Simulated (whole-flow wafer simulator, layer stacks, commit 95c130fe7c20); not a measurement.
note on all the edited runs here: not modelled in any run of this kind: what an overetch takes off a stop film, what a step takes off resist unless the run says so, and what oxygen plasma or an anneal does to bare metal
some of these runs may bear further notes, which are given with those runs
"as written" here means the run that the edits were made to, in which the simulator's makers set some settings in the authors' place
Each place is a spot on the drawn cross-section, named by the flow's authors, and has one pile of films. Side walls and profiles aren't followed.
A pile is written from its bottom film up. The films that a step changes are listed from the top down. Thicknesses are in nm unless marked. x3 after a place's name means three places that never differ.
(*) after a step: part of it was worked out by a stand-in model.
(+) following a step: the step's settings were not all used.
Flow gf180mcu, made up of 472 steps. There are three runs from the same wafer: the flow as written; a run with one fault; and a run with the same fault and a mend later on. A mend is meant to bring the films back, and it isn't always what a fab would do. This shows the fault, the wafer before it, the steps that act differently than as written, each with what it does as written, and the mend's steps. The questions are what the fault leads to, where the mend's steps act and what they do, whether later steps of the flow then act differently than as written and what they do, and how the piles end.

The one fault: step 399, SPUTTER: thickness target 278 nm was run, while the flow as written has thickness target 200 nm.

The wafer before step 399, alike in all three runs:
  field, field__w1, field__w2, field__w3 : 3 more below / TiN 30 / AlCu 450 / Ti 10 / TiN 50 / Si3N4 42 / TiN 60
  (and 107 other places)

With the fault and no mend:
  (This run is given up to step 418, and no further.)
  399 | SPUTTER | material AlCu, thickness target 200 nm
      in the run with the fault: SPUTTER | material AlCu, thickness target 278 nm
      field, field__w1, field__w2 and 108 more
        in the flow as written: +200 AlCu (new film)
        in the run with the fault: +278 AlCu (new film)
  Steps later in the flow that act otherwise than as written (not shown: 3 more steps that differ only slightly, by at most 2% or 0.5 nm, whichever is larger):
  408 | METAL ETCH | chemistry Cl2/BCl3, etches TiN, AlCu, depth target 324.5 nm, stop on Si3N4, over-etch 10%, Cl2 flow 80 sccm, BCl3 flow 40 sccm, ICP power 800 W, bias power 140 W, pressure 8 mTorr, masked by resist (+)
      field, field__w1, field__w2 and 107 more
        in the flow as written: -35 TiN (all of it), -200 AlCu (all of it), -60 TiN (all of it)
        in the run with the fault: -35 TiN (all of it), -278 AlCu (all of it), -11.5 TiN
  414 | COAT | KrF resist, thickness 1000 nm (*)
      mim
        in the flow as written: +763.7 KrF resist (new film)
        in the run with the fault: +741.4 KrF resist (new film)
  After step 418, at field, field__w1, field__w2 and 109 more, the piles differ from the flow's by more than 2% or 0.5 nm, whichever is larger.
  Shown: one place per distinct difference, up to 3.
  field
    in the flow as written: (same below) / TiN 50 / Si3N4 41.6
    in the run with the fault: (same below) / TiN 50 / Si3N4 42 / TiN 48.1
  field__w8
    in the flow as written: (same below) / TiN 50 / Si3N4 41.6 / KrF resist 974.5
    in the run with the fault: (same below) / TiN 50 / Si3N4 42 / TiN 48.1 / KrF resist 974.5
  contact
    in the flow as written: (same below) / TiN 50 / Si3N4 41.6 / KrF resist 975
    in the run with the fault: (same below) / TiN 50 / Si3N4 42 / TiN 48.1 / KrF resist 975

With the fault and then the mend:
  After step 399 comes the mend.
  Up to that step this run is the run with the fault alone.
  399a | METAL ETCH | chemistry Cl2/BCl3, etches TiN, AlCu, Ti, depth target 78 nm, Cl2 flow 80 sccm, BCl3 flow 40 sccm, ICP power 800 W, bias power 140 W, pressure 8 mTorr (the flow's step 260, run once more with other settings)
      field, field__w1, field__w2 and 108 more
        -78 AlCu
  Later steps of the flow that are run all act as written at every place that is followed.
  The piles end the same as the flow's at every place that both follow.
